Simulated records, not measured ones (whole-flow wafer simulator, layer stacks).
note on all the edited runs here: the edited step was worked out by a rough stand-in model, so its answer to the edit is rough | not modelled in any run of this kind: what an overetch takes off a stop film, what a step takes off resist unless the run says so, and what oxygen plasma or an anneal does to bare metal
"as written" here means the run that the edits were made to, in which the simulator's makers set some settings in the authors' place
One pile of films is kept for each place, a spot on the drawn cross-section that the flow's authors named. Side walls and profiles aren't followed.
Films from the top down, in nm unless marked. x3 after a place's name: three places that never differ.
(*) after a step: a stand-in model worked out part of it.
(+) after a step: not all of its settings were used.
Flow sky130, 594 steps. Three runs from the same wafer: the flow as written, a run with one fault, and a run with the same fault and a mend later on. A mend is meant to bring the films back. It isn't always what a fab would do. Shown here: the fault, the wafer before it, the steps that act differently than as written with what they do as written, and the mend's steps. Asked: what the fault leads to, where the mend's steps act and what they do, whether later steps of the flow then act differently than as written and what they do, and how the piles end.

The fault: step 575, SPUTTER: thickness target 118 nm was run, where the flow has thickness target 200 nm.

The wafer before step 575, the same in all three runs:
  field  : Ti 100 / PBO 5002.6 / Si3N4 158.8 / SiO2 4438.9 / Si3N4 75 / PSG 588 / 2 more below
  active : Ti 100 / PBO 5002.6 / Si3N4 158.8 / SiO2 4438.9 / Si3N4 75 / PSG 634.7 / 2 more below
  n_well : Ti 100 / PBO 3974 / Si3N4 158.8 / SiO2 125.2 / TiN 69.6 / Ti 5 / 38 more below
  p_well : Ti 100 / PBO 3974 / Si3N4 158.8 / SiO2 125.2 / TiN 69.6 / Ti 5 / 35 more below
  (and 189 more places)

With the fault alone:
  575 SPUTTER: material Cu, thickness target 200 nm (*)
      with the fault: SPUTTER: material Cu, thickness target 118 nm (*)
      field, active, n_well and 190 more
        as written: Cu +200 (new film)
        with the fault: Cu +118 (new film)
  Later steps of the flow that act differently than as written (6 more steps differ only slightly, by at most 2% or 0.5 nm, whichever is larger, and aren't shown):
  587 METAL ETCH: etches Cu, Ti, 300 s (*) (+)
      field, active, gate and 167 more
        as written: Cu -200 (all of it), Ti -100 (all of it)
        with the fault: Cu -118 (all of it), Ti -100 (all of it)
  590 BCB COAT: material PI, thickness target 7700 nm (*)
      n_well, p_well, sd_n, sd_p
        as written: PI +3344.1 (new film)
        with the fault: PI +3426.1 (new film)
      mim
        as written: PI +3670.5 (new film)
        with the fault: PI +3748.8 (new film)
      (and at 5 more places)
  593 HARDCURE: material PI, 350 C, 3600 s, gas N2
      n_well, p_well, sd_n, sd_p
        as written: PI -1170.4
        with the fault: PI -1199.1
  At the end the piles differ from the flow's by more than 2% or 0.5 nm, whichever is larger, at n_well, p_well, sd_n and 20 more.
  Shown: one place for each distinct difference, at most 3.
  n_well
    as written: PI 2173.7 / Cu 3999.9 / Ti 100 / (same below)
    with the fault: PI 2227 / Cu 3917.9 / Ti 100 / (same below)
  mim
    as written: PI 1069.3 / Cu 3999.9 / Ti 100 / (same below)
    with the fault: PI 1146 / Cu 3917.9 / Ti 100 / (same below)
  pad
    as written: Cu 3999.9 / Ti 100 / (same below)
    with the fault: Cu 3917.9 / Ti 100 / (same below)

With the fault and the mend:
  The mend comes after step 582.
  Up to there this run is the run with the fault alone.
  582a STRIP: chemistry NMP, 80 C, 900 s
      wcut_nhv, wcut_phv, wcut_fox_pw and 23 more
        i-line resist -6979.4 (all of it)
      mim_edge_plate_strap, mim_edge_plate, mim_edge_gap, mim_edge_gap_sheet, vpp_l1ln, dnw_fox
        i-line resist -6980.8 (all of it)
      gate_len, gate_lvt_sd_len, gate_p_sd_len, gate_p_hvt_sd_len, gate_p_lvt_sd_len, gate_len_250
        i-line resist -6982 (all of it)
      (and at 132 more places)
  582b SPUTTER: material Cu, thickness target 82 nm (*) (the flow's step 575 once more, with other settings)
      field, active, n_well and 190 more
        Cu +82
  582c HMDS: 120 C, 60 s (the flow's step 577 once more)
      changes no film at any place that is followed
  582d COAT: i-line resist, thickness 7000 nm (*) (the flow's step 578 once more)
      dice_street, wcut_nhv, wcut_phv and 18 more
        i-line resist +7000 (new film)
      poly_ln, iso_pw_fox, gate_lvt_sd, active_lvt, spacer_lvt, sonos_sd, sonos_cell_x, sonos_guard_x
        i-line resist +7003.2 (new film)
      vpp_iso2, mim_edge_plate_strap, mim_edge_plate, mim_edge_gap, mim_edge_gap_sheet, gate_hv_nvt, de16_nw_sti
        i-line resist +7001.4 (new film)
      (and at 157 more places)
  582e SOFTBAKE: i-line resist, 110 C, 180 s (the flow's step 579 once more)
      de16_gate_pw, de16_pw_fp, de16_pw_sti, de16_psrc_nw
        i-line resist -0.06
      field, active_lvt
        i-line resist +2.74
      mim, vcap_hvt
        i-line resist -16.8
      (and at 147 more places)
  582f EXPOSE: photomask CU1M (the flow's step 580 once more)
      changes no film at any place that is followed
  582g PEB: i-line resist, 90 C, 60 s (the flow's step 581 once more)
      field, active, n_well and 134 more
        i-line resist -0.07
      pad
        i-line resist -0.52
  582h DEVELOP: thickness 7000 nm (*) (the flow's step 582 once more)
      field, active, gate and 167 more
        i-line resist -20.6
      n_well, p_well, sd_n, sd_p
        i-line resist -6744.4 (all of it)
      dep_nw_sti, dep_ntap_nw, de16_nw_sti
        i-line resist -7000.7 (all of it)
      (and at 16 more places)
  No later step of the flow acts differently than as written at any place that is followed.
  At the end the piles are the same as the flow's at every place that both follow.
